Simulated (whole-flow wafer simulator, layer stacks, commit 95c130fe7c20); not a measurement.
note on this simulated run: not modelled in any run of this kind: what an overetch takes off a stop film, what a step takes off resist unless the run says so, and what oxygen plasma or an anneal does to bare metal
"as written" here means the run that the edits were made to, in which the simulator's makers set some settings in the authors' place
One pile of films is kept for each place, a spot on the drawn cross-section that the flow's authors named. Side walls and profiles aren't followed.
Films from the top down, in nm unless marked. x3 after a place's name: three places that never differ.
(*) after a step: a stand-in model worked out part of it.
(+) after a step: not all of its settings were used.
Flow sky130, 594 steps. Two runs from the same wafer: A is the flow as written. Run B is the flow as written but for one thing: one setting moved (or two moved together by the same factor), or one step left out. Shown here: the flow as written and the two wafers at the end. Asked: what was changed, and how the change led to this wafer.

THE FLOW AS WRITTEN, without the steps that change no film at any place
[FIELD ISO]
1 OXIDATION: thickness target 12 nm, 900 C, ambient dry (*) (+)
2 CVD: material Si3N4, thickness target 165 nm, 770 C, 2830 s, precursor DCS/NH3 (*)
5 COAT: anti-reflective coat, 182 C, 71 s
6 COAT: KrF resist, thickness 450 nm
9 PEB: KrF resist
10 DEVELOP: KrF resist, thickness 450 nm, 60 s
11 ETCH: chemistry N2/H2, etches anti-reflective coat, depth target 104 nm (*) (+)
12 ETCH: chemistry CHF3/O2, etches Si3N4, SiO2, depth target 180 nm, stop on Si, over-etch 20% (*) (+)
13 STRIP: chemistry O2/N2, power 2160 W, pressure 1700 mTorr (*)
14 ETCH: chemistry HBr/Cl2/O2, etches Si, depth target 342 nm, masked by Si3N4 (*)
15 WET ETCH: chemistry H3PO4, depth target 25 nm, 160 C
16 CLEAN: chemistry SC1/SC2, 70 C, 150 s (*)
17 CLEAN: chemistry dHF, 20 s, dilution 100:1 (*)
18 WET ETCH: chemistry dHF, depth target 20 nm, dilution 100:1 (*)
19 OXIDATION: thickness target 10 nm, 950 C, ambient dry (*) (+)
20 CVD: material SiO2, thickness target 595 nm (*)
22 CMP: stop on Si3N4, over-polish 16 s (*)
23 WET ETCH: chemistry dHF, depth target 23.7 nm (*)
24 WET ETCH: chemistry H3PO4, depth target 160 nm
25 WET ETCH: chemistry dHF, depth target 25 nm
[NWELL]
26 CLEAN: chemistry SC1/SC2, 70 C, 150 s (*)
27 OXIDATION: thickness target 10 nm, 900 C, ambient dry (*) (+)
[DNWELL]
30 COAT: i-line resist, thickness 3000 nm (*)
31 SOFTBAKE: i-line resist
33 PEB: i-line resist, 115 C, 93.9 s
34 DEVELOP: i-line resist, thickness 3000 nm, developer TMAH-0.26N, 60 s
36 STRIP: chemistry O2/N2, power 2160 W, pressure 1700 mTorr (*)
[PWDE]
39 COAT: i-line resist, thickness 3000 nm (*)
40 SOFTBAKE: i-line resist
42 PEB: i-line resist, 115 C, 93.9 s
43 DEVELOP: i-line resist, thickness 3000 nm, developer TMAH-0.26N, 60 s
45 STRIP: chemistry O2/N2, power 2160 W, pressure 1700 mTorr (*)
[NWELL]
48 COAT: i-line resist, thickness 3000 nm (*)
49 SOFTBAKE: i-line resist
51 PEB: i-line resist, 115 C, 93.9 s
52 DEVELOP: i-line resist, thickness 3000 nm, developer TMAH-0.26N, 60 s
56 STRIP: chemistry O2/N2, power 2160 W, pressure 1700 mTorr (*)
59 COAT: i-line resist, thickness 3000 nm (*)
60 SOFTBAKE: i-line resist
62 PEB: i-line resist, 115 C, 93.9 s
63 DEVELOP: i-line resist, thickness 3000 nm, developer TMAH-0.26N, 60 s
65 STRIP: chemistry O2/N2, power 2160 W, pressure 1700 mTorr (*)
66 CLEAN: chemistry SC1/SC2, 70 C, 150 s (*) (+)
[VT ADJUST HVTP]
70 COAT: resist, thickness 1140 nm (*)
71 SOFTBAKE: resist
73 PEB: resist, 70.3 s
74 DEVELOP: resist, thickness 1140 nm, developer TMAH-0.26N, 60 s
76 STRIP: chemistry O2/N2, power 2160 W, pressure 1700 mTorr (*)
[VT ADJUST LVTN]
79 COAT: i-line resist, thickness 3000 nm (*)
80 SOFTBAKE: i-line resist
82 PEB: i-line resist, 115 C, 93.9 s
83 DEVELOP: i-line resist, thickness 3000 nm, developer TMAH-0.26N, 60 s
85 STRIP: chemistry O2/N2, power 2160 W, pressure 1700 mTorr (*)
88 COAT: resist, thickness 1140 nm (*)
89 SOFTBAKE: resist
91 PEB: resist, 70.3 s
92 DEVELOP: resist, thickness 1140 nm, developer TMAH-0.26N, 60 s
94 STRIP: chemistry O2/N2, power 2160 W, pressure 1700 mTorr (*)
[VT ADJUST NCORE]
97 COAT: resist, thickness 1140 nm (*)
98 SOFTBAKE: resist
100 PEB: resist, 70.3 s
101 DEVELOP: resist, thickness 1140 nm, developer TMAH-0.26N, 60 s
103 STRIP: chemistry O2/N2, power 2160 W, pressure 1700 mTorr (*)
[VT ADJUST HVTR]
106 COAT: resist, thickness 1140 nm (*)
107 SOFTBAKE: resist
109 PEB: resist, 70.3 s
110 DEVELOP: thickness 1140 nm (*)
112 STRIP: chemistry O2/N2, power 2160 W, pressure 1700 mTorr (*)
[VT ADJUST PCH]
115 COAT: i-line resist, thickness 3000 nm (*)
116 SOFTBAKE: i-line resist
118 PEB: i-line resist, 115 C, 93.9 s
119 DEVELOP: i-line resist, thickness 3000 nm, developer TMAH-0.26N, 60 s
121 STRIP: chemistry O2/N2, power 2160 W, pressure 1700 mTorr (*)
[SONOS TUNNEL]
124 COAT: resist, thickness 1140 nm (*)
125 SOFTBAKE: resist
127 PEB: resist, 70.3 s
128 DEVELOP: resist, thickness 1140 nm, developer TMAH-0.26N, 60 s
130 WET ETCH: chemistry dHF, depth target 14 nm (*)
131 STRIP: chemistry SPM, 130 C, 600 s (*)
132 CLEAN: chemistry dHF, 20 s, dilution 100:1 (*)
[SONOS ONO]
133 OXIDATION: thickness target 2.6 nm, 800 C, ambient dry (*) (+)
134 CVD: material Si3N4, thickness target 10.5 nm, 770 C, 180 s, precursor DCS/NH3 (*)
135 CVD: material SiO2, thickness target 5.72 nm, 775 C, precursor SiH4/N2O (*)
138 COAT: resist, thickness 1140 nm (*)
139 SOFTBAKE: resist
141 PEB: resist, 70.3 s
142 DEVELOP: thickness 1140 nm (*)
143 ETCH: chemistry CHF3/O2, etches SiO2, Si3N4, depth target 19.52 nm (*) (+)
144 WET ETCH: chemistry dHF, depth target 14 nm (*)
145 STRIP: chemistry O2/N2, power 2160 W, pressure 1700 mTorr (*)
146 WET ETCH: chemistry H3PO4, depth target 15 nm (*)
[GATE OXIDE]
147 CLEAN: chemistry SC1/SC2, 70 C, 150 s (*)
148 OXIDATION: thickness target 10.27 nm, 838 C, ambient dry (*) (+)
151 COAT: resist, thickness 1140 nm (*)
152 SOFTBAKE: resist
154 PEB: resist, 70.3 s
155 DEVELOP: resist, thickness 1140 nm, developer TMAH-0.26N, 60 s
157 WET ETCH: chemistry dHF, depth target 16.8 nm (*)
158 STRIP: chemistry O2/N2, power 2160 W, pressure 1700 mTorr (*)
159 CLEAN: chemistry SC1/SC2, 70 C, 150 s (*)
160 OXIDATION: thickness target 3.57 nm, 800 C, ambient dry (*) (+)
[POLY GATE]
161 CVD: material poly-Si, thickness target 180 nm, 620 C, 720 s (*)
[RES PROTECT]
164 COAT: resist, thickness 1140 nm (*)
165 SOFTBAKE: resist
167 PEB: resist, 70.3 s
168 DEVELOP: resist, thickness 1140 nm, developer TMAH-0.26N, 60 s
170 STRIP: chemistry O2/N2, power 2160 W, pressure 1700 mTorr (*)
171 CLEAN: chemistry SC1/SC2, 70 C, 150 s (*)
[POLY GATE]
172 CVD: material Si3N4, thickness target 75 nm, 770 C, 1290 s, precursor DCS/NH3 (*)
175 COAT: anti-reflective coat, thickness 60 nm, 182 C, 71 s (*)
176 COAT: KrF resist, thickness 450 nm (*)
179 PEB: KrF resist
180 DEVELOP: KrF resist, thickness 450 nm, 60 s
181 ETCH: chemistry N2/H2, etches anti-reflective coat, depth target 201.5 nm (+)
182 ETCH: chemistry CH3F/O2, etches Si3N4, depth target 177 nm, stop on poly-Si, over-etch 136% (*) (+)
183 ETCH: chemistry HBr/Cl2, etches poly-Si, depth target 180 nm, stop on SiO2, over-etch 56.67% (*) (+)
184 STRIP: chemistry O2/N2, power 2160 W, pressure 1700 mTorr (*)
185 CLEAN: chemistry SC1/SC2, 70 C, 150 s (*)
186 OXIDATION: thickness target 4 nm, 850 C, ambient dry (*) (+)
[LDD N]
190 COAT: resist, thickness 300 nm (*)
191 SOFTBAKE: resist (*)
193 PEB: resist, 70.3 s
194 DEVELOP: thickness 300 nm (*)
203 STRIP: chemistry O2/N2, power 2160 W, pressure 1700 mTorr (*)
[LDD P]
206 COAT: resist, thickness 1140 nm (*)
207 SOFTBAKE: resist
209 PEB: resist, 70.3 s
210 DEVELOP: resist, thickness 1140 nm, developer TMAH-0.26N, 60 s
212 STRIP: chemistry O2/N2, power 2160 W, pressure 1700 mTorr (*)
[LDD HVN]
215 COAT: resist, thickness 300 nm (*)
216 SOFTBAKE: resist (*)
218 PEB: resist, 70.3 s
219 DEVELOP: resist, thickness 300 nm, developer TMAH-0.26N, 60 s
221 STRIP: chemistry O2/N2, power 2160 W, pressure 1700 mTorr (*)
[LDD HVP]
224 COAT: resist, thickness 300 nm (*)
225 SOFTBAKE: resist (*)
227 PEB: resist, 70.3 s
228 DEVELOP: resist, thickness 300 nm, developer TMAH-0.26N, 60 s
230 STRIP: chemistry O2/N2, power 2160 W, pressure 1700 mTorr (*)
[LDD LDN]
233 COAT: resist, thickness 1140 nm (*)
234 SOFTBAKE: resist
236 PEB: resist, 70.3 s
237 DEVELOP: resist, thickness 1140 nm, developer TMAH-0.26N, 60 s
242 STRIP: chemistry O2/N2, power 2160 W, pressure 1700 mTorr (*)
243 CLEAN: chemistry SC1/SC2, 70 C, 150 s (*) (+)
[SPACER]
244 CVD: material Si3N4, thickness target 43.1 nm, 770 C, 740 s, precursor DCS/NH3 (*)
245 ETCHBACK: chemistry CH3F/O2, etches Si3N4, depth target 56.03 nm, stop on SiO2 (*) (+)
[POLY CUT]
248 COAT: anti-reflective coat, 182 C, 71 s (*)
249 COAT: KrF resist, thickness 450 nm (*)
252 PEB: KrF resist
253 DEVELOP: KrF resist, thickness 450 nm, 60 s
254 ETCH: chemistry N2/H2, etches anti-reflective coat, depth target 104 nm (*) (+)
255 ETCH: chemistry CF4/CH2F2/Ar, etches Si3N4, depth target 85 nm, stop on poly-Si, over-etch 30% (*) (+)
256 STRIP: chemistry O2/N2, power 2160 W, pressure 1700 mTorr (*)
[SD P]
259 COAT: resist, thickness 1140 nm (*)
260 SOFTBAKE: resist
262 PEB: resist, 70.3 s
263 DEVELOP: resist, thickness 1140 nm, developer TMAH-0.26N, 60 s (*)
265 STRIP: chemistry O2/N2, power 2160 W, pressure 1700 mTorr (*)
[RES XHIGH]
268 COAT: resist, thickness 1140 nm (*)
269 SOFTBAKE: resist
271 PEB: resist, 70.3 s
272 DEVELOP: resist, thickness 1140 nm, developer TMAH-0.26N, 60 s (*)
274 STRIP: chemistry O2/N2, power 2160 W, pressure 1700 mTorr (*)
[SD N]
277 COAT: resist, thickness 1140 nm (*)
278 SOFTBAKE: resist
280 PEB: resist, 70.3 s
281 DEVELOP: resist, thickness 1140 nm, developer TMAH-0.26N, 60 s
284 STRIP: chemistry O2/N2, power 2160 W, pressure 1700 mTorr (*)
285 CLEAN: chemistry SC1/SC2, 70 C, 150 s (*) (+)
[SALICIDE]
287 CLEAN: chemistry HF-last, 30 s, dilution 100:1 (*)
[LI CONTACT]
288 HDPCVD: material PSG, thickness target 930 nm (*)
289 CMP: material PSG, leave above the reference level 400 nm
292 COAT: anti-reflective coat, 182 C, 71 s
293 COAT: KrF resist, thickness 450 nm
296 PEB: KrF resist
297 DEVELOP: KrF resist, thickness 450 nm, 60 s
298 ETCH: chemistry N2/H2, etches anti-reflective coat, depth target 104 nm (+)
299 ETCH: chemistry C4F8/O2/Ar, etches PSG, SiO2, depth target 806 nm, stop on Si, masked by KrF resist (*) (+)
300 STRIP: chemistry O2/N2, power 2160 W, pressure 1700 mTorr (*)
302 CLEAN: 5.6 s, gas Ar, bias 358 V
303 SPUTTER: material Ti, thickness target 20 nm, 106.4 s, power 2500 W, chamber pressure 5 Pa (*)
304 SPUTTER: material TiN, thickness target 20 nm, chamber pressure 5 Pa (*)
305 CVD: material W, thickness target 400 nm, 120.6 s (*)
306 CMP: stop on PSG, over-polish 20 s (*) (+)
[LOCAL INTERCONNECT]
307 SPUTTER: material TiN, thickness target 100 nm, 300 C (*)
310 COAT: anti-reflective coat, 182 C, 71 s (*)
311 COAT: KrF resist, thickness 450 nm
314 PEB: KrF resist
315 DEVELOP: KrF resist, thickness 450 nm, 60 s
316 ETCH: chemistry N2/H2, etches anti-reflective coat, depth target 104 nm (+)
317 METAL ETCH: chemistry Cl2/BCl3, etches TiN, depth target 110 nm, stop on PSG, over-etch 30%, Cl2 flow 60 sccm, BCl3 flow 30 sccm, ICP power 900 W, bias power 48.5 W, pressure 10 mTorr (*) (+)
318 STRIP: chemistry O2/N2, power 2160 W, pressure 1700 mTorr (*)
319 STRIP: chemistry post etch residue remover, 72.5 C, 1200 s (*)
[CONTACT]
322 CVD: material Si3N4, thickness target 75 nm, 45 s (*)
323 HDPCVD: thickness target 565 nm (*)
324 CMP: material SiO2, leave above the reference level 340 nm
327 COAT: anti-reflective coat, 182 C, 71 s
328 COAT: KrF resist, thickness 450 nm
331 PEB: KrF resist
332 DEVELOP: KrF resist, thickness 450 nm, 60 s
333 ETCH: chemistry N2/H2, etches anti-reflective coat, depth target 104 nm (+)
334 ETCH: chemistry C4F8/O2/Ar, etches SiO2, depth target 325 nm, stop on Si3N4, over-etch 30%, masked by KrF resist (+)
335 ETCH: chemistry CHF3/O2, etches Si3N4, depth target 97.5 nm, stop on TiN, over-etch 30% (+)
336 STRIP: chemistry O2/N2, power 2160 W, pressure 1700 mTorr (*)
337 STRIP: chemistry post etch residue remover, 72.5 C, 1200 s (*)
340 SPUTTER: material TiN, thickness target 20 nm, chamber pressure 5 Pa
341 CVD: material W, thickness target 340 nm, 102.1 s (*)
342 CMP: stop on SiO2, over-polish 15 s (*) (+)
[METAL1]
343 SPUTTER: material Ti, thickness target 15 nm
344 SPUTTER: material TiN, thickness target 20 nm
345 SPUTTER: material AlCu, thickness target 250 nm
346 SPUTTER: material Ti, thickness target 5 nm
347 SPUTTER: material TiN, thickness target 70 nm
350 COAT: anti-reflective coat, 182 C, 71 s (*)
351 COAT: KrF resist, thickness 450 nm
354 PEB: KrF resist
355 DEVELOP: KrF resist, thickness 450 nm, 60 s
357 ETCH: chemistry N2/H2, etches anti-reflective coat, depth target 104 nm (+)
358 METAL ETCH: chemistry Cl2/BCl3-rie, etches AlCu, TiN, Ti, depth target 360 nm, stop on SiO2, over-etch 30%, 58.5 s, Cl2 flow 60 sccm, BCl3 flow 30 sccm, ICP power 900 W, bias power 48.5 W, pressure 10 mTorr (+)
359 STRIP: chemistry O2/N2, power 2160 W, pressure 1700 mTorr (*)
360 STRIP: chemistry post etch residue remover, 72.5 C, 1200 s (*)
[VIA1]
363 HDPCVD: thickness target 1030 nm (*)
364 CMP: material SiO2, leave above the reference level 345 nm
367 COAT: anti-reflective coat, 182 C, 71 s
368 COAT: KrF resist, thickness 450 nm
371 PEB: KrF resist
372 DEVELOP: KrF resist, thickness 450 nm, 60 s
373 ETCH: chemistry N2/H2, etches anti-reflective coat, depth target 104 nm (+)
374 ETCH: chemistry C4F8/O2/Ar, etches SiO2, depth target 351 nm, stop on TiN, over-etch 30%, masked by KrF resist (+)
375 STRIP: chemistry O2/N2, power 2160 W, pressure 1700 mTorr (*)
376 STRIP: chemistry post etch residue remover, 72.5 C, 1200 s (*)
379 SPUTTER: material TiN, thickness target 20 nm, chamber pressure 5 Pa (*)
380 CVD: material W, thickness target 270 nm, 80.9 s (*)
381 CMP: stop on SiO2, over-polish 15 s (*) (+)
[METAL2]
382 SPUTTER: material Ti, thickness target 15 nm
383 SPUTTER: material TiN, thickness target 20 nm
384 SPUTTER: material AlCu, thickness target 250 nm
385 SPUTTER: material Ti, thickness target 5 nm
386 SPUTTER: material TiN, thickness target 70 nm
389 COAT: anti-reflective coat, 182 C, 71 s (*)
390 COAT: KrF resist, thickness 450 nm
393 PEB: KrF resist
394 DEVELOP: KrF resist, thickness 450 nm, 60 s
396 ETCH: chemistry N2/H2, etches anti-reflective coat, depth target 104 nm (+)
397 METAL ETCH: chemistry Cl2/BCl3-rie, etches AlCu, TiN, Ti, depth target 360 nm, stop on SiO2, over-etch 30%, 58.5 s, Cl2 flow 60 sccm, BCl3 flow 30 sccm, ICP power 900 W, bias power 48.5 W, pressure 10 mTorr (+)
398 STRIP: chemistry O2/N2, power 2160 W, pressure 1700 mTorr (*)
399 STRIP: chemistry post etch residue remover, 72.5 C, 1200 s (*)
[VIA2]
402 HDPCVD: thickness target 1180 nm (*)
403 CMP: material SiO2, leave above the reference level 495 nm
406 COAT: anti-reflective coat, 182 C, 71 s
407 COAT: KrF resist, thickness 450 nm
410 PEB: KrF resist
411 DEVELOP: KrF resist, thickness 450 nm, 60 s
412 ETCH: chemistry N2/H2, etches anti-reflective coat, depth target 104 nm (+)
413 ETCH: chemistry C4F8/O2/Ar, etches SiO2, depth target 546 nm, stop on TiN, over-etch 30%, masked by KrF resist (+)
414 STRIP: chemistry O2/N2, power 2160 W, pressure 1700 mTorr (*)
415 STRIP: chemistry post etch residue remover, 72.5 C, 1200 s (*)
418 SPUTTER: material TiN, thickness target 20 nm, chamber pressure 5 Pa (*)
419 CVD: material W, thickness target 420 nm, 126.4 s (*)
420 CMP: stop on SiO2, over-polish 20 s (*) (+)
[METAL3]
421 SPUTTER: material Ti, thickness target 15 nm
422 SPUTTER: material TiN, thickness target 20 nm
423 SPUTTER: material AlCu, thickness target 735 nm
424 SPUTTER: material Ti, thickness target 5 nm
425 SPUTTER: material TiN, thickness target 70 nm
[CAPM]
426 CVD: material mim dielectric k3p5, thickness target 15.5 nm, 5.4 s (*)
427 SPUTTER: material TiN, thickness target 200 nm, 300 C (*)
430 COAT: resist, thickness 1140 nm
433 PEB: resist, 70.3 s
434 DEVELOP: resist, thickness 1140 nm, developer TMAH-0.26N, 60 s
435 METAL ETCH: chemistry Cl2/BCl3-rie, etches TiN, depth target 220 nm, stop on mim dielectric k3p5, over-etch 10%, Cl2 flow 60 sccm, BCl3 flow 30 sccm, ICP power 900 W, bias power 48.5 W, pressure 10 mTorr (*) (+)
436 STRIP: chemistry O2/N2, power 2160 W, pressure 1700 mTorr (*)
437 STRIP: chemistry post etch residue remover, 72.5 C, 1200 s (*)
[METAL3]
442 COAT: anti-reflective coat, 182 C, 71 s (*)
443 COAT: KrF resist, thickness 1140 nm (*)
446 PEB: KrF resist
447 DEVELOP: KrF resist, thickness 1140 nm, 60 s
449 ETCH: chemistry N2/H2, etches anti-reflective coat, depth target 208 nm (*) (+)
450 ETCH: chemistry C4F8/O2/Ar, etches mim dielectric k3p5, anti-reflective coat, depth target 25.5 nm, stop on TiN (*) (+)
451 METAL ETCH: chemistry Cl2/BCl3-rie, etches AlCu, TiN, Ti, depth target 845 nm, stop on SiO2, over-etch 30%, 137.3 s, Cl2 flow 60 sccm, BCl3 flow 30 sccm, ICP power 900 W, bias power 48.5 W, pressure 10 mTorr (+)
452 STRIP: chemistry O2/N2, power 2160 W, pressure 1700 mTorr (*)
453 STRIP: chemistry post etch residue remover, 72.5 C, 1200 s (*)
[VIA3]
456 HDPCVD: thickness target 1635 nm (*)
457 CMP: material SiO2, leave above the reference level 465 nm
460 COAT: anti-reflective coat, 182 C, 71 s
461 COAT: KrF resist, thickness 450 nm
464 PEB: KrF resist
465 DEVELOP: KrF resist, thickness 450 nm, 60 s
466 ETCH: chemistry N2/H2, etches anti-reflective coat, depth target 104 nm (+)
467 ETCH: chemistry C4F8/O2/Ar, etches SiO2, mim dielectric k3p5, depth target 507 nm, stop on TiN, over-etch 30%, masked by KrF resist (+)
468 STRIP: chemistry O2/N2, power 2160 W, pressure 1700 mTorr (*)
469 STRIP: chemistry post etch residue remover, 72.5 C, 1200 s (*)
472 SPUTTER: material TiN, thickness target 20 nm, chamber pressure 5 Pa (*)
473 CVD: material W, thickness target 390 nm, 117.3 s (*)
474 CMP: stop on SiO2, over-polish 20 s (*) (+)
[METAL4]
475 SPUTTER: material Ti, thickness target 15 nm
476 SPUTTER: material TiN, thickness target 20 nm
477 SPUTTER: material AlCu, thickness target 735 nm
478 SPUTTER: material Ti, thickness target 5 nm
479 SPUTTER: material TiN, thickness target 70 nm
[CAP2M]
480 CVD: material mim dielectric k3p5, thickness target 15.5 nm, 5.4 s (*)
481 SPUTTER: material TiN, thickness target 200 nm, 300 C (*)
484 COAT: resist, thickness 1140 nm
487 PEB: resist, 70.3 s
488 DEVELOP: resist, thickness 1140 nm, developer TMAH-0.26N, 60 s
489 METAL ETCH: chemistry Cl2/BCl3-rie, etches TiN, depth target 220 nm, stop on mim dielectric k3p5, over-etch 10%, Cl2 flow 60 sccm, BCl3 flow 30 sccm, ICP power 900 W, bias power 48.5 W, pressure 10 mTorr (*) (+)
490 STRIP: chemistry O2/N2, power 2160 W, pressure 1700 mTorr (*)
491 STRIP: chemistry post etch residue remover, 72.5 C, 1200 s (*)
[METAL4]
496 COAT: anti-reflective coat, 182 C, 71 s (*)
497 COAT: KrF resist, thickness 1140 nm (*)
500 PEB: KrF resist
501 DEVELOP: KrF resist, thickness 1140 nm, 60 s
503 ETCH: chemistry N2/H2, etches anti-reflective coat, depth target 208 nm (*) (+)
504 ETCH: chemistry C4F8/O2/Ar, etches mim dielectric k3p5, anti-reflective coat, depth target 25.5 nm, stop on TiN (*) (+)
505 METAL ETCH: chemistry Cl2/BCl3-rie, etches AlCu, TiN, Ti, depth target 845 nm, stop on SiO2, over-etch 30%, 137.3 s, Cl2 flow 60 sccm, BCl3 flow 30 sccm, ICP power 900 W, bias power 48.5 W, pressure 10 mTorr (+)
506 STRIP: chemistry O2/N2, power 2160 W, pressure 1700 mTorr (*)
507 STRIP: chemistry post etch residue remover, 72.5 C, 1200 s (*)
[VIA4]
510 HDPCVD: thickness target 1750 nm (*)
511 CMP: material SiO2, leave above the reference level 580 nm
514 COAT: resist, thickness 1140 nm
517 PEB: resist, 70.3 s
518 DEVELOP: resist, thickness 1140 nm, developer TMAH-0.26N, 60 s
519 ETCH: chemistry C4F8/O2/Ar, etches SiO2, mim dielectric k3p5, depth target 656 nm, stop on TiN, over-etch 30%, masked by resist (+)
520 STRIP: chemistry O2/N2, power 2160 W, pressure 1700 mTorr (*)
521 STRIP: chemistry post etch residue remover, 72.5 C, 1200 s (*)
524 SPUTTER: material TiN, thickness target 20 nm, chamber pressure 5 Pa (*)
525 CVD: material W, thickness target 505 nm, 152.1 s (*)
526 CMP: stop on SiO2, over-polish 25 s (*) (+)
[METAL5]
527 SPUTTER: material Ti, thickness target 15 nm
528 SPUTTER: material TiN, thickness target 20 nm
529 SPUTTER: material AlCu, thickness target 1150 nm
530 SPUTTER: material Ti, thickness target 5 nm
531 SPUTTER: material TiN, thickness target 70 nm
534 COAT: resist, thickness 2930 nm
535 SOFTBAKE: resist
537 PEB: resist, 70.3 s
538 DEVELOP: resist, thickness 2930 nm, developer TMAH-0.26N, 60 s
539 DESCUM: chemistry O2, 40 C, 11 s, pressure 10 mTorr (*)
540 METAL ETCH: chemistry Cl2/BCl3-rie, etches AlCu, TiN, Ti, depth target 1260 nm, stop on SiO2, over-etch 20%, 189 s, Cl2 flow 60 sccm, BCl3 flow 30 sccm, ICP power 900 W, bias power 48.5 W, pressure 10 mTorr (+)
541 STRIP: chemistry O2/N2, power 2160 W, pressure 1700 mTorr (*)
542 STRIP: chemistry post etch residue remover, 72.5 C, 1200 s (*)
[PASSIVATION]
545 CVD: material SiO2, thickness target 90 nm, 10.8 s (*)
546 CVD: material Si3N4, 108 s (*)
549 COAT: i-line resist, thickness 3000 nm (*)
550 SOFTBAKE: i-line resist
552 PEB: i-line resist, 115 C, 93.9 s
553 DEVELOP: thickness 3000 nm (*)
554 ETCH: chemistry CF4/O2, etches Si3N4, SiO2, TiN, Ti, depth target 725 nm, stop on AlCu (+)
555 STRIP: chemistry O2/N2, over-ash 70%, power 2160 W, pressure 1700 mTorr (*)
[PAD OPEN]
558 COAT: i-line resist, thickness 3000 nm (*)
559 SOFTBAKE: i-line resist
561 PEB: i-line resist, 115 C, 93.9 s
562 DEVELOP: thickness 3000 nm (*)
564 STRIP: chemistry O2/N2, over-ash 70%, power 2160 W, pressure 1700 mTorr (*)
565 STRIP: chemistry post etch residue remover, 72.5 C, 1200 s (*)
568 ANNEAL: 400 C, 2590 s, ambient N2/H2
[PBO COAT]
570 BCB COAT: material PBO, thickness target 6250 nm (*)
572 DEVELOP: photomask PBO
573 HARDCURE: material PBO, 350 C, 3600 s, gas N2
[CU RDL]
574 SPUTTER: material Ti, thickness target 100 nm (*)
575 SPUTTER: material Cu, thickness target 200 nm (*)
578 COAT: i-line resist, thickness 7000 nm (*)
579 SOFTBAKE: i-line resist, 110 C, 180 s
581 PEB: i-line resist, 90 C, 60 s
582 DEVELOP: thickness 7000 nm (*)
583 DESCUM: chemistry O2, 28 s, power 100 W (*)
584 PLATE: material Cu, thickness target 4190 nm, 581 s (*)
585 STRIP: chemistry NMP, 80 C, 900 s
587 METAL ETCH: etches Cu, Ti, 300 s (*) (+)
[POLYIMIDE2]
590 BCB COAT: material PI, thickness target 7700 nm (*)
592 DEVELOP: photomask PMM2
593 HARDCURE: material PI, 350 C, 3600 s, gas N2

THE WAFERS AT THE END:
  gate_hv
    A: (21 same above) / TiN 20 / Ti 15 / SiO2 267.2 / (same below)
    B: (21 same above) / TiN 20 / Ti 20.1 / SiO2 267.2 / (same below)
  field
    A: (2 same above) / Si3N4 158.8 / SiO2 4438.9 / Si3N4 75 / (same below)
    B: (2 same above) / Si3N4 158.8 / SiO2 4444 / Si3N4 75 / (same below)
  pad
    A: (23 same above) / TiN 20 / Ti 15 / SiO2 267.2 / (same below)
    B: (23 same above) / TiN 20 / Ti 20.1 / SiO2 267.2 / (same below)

The cause: step 382, SPUTTER: thickness target 20.1 nm was run, where the flow has thickness target 15 nm.
It can be read off the wafer: gate_hv has Ti 20.1, and step 382 as written asks for 15 nm.

How the change led to this, step by step:
  382 SPUTTER: material Ti, thickness target 15 nm
      field, active, n_well and 188 more: A Ti +15 (new film) | B Ti +20.1 (new film)
  397 METAL ETCH: chemistry Cl2/BCl3-rie, etches AlCu, TiN, Ti, depth target 360 nm, stop on SiO2, over-etch 30%, 58.5 s, Cl2 flow 60 sccm, BCl3 flow 30 sccm, ICP power 900 W, bias power 48.5 W, pressure 10 mTorr (+)
      field, active, gate and 82 more: A TiN -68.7 (all of it), Ti -5 (all of it), AlCu -250 (all of it), TiN -20 (all of it), Ti -15 (all of it), SiO2 -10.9 | B TiN -68.7 (all of it), Ti -5 (all of it), AlCu -250 (all of it), TiN -20 (all of it), Ti -20.1 (all of it), SiO2 -10.4
